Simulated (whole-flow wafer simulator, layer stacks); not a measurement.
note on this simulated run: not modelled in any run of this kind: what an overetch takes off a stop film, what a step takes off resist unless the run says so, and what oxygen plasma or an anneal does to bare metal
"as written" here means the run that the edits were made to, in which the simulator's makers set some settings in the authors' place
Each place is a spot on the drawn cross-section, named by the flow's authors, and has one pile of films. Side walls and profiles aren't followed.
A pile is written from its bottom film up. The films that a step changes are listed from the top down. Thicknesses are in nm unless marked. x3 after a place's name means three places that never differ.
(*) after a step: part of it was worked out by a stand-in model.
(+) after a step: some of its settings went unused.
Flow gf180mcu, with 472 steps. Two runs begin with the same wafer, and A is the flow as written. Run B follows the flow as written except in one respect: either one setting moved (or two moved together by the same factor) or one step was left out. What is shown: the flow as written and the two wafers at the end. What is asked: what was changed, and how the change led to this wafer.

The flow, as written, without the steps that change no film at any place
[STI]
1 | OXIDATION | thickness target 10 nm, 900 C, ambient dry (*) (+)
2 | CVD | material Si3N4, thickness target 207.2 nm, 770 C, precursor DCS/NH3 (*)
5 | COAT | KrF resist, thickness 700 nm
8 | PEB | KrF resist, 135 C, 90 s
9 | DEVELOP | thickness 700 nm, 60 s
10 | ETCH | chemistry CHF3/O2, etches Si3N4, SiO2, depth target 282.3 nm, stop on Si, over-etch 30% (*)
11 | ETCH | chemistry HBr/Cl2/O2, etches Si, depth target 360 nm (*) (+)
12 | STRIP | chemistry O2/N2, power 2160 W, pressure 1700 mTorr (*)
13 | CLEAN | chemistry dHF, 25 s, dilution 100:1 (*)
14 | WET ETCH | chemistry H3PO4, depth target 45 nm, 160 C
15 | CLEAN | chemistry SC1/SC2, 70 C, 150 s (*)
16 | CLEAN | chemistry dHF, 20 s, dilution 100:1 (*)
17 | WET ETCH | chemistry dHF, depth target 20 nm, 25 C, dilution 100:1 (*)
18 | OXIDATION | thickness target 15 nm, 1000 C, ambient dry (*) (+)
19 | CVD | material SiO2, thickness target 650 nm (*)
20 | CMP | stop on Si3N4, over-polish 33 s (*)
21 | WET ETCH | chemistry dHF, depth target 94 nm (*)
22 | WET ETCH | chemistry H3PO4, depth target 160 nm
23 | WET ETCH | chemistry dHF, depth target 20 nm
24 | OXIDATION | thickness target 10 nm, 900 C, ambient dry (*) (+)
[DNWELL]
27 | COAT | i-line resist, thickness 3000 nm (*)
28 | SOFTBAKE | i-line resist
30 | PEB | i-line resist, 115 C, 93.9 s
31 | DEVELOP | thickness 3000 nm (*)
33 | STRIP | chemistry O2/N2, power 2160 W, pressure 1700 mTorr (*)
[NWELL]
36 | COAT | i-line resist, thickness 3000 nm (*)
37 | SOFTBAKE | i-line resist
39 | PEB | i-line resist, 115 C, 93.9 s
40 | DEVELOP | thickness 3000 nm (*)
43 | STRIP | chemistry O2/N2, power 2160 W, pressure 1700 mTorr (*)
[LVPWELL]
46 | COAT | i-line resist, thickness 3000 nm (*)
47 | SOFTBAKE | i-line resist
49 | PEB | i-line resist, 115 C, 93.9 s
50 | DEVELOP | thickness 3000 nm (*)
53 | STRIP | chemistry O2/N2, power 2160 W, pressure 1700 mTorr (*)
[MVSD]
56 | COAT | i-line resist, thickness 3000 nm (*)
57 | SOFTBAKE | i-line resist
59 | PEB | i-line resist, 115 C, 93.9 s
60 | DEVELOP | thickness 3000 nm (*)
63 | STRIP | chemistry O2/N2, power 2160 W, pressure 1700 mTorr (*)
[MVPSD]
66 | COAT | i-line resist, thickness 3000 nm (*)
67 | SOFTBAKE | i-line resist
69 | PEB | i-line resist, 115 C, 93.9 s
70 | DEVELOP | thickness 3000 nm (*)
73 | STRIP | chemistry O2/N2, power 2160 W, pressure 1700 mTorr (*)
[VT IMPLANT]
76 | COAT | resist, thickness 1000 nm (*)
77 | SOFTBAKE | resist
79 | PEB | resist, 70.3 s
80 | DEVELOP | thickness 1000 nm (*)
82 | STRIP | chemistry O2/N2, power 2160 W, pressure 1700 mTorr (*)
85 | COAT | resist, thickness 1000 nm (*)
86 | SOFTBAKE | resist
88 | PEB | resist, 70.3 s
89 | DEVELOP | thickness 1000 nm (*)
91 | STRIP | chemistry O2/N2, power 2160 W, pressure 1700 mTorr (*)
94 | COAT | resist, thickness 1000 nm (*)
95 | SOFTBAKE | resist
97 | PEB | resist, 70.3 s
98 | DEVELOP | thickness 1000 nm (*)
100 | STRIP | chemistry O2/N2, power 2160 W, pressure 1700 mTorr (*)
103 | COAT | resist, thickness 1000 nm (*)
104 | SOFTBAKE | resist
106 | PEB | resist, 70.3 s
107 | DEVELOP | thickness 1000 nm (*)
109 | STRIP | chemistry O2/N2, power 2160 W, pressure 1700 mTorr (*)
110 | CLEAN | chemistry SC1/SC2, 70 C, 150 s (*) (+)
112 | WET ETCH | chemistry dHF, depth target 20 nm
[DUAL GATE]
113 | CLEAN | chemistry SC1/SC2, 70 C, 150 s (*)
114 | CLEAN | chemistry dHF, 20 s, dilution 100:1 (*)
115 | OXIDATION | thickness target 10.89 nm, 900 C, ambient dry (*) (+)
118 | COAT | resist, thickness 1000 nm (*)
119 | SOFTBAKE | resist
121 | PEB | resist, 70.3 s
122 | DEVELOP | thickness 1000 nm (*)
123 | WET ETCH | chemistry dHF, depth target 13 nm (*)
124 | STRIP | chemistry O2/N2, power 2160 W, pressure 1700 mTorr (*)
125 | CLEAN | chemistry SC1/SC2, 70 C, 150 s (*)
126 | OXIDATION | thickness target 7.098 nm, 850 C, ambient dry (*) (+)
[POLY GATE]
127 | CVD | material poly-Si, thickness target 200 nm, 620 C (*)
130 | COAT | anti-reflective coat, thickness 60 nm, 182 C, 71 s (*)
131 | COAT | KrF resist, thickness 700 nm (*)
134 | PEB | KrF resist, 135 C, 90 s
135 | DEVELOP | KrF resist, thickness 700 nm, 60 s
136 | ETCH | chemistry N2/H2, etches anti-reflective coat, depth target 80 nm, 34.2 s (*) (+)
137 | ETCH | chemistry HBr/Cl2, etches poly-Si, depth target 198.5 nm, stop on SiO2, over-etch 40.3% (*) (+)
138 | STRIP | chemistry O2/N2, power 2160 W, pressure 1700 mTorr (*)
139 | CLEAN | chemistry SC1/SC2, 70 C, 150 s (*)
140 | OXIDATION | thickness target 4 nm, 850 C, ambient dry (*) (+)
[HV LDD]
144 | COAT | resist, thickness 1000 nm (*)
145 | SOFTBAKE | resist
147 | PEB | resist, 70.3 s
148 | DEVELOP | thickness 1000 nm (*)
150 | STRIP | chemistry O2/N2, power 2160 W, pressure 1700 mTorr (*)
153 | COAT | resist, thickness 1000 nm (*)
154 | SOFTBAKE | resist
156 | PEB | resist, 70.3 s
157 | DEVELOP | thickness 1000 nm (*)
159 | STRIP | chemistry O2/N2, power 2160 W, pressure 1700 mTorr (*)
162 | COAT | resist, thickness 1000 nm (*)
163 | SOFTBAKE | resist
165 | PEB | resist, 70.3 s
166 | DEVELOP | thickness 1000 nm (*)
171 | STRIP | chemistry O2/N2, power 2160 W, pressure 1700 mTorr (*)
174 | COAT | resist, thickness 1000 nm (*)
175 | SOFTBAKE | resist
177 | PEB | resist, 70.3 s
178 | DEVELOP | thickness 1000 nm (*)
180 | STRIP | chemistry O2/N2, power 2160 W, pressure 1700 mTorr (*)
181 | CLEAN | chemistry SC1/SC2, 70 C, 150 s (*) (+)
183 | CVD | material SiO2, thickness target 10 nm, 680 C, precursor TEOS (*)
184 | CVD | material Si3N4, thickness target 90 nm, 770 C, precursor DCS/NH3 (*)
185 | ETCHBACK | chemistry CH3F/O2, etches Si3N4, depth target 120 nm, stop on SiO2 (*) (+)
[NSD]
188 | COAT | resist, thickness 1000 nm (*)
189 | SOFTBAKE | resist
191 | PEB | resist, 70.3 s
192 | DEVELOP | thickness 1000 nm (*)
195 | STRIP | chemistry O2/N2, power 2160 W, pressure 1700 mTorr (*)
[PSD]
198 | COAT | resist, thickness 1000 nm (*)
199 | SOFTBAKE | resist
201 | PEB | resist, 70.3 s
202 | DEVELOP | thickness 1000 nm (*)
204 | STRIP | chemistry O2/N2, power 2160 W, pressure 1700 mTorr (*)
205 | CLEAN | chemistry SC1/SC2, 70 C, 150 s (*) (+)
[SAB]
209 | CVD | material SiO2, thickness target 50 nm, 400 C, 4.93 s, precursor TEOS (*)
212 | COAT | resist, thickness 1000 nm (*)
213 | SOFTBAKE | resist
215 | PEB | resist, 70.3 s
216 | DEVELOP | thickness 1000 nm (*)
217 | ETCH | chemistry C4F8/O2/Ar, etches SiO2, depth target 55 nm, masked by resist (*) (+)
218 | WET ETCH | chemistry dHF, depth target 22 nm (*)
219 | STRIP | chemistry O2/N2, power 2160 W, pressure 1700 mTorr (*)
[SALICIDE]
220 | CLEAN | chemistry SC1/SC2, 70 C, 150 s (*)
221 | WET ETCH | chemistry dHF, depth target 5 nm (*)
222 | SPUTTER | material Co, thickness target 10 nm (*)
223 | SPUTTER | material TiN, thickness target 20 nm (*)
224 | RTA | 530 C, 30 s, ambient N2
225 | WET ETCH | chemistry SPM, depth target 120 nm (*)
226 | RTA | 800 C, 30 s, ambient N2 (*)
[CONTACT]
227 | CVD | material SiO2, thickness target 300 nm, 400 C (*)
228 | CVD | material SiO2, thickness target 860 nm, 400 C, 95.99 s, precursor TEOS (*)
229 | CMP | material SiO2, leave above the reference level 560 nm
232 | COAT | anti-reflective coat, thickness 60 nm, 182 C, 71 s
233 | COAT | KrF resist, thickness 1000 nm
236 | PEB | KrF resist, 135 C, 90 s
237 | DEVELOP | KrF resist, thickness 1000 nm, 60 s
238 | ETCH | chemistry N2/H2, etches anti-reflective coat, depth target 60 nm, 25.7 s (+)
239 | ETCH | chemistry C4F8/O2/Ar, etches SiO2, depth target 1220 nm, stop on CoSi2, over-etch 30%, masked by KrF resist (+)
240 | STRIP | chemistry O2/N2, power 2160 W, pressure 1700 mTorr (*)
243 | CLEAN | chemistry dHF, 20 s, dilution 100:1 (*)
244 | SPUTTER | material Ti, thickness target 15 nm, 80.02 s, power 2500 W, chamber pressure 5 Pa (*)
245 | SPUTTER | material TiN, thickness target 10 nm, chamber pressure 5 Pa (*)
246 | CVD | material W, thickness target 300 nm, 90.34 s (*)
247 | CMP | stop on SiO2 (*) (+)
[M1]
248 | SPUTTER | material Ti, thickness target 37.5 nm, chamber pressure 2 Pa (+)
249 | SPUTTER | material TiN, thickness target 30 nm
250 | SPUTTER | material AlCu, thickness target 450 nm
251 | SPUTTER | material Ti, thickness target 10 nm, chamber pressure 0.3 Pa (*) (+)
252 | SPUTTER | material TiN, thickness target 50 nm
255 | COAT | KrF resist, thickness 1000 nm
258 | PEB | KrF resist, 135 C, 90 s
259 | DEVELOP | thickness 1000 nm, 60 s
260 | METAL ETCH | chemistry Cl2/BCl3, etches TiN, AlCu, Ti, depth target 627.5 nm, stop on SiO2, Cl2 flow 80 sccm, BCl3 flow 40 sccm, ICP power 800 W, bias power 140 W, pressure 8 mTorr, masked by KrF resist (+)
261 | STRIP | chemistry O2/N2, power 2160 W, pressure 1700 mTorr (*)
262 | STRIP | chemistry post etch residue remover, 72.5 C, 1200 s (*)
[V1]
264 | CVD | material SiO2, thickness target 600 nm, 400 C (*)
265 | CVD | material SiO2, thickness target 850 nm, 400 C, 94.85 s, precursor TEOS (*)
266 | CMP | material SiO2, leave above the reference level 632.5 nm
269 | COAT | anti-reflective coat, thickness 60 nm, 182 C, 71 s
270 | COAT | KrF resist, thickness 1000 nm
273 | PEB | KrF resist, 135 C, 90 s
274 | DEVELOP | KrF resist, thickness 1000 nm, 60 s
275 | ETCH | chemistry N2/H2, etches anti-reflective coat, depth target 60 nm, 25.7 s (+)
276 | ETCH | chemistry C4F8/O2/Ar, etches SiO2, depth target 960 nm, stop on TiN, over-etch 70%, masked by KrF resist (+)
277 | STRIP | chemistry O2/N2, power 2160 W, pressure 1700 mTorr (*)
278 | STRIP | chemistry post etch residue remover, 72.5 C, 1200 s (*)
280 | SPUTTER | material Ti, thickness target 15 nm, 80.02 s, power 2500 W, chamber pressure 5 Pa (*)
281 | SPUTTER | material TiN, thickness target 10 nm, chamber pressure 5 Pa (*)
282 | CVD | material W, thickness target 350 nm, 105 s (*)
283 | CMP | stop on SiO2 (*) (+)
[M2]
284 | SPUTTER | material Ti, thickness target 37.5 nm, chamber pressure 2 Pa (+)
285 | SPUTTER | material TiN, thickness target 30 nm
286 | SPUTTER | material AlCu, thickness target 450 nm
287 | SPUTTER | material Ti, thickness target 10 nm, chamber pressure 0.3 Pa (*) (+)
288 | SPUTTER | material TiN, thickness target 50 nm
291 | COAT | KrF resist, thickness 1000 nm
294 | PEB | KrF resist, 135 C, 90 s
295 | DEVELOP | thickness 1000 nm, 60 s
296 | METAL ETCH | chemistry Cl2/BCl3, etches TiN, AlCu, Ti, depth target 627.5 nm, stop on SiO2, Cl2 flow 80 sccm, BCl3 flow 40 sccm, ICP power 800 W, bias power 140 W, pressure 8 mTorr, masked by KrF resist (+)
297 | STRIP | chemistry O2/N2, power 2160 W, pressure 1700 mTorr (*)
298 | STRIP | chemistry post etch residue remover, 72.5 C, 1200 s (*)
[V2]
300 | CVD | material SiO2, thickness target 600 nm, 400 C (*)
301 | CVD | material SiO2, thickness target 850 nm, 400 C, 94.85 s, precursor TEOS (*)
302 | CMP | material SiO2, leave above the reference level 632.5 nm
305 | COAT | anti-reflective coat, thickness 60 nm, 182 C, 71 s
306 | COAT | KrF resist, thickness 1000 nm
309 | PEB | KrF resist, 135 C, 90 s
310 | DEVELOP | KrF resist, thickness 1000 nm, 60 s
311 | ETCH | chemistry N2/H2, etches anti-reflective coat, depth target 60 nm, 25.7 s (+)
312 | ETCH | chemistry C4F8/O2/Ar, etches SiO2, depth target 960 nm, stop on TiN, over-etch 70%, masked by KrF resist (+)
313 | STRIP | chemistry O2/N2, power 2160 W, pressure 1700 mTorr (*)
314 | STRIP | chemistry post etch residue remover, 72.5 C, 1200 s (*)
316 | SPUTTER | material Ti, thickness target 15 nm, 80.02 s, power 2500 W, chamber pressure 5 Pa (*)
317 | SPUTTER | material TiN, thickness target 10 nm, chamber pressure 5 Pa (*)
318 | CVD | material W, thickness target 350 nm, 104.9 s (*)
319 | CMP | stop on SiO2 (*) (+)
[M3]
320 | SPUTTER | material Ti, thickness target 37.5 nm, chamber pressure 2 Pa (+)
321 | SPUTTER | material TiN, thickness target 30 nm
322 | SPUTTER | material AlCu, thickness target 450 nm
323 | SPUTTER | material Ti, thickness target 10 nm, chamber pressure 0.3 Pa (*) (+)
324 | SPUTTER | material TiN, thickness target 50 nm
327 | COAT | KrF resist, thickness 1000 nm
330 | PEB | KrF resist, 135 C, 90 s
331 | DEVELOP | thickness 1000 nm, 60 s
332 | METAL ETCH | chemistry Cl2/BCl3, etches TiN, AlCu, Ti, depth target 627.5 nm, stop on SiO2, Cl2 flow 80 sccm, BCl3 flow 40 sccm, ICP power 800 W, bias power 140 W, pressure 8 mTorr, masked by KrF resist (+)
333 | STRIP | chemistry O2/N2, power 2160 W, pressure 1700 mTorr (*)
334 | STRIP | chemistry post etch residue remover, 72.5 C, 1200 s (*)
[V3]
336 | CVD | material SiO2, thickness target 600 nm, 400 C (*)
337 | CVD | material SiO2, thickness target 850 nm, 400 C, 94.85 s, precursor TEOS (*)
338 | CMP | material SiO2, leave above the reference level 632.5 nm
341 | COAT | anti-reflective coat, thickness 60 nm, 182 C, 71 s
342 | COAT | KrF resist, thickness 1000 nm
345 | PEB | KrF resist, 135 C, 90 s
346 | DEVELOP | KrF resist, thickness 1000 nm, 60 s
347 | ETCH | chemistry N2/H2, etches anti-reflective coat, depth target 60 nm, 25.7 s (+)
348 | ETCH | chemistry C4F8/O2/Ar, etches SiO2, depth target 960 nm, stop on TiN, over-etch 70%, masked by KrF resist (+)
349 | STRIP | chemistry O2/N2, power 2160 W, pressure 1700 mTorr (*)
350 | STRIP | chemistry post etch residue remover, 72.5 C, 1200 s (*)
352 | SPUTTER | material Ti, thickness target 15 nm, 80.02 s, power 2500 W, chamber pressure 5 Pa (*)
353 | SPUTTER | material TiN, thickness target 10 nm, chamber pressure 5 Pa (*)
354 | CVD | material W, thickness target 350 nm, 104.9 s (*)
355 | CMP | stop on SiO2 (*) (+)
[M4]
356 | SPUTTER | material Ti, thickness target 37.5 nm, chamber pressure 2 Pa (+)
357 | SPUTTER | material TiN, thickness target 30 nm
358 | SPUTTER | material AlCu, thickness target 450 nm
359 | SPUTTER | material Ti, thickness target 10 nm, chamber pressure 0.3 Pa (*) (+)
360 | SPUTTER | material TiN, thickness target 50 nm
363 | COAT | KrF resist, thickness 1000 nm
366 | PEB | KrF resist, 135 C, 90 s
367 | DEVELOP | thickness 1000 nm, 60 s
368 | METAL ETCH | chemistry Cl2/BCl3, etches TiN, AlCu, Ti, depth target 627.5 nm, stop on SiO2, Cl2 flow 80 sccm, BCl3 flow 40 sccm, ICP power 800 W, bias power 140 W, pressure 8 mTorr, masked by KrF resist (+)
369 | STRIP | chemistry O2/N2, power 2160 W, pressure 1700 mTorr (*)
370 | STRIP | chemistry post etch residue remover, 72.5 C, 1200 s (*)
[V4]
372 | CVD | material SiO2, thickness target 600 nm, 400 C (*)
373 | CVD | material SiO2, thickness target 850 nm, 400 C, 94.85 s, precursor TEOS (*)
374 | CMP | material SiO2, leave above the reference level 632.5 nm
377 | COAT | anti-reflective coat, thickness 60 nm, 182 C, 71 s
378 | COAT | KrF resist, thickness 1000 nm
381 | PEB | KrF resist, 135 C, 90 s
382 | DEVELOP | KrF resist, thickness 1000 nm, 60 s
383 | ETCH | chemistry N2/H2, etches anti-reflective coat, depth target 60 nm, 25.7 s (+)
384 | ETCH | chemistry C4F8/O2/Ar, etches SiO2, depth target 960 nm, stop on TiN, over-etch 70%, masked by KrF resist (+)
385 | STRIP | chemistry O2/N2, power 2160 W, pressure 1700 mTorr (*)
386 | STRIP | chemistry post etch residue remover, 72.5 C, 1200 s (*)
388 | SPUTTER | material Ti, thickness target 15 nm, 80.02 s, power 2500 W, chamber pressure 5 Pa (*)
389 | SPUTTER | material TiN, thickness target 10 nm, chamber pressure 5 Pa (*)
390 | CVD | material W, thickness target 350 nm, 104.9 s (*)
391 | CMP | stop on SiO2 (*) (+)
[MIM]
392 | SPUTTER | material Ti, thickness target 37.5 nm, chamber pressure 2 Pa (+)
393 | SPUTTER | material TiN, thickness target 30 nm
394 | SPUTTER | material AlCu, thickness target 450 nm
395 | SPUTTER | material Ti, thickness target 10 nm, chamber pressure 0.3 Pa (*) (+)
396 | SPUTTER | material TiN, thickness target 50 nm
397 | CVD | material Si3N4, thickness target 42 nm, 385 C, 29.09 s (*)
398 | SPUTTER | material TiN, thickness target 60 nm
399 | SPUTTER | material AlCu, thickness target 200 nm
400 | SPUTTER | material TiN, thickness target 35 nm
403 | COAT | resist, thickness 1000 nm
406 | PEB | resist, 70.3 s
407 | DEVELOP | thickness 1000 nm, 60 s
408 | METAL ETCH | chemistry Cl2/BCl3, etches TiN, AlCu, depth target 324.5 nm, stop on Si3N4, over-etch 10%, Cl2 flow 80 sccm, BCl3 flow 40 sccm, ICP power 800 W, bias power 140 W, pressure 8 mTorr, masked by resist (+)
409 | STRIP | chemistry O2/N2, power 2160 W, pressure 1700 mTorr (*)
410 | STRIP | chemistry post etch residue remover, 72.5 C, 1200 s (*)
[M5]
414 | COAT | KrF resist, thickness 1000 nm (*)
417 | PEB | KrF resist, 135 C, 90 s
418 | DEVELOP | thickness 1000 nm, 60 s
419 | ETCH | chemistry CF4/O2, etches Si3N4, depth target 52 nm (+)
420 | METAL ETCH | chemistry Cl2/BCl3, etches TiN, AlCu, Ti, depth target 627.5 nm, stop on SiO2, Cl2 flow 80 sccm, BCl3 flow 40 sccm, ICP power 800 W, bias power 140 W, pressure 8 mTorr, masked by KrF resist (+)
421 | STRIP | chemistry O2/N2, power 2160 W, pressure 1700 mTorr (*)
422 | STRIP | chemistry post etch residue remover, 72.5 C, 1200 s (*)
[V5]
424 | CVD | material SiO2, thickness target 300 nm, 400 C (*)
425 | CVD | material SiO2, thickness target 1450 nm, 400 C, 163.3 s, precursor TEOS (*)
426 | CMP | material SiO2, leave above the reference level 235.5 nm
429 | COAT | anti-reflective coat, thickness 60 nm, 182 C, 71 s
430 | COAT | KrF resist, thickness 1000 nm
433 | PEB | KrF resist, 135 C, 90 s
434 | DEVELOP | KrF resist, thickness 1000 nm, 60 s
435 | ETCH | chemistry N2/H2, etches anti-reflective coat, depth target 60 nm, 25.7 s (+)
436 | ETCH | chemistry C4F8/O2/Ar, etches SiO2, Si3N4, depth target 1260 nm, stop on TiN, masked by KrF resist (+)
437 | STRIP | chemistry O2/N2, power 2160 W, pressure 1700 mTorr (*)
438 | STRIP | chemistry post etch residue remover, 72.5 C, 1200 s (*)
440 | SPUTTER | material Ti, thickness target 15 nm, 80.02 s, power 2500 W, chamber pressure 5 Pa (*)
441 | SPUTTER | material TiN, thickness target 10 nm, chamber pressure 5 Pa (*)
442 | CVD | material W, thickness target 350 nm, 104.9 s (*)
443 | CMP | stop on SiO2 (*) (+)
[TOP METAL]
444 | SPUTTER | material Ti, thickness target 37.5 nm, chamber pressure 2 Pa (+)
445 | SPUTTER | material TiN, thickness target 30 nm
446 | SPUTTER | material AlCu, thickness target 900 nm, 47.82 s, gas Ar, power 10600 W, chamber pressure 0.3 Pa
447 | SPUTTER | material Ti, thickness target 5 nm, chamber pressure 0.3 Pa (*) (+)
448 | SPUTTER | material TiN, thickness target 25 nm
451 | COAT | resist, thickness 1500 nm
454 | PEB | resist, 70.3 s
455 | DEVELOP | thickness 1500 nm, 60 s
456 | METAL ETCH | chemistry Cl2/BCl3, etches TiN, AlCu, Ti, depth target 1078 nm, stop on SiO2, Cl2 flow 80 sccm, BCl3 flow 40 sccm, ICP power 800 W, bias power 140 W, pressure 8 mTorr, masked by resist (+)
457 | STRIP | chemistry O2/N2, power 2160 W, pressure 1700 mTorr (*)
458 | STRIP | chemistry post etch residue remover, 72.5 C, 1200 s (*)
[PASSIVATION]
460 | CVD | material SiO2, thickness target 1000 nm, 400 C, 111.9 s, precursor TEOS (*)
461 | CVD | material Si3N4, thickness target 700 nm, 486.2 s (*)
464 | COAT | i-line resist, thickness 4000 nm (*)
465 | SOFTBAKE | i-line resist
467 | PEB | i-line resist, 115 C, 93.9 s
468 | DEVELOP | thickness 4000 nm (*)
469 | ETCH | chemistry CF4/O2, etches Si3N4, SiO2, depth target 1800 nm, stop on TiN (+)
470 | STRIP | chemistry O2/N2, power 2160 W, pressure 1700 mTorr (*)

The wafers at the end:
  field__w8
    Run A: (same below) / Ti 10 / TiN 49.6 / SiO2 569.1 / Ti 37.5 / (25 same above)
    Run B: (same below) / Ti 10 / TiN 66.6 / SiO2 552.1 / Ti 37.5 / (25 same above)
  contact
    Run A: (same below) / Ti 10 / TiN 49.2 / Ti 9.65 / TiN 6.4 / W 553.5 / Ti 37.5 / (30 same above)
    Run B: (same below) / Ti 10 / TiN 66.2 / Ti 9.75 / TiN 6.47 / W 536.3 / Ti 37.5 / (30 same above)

The reason: step 288, SPUTTER: thickness target 67 nm was run, while the flow as written has thickness target 50 nm.

The path from the change to this, step by step:
  288 | SPUTTER | material TiN, thickness target 50 nm
      field, field__w1, field__w2 and 108 more: A +50 TiN (new film) | B +67 TiN (new film)
  296 | METAL ETCH | chemistry Cl2/BCl3, etches TiN, AlCu, Ti, depth target 627.5 nm, stop on SiO2, Cl2 flow 80 sccm, BCl3 flow 40 sccm, ICP power 800 W, bias power 140 W, pressure 8 mTorr, masked by KrF resist (+)
      field, field__w1, field__w2 and 103 more: A -50 TiN (all of it), -10 Ti (all of it), -450 AlCu (all of it), -30 TiN (all of it), -37.5 Ti (all of it) | B -67 TiN (all of it), -10 Ti (all of it), -450 AlCu (all of it), -30 TiN (all of it), -37.5 Ti (all of it)
  312 | ETCH | chemistry C4F8/O2/Ar, etches SiO2, depth target 960 nm, stop on TiN, over-etch 70%, masked by KrF resist (+)
      contact: A -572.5 SiO2 (all of it) | B -555.5 SiO2 (all of it)
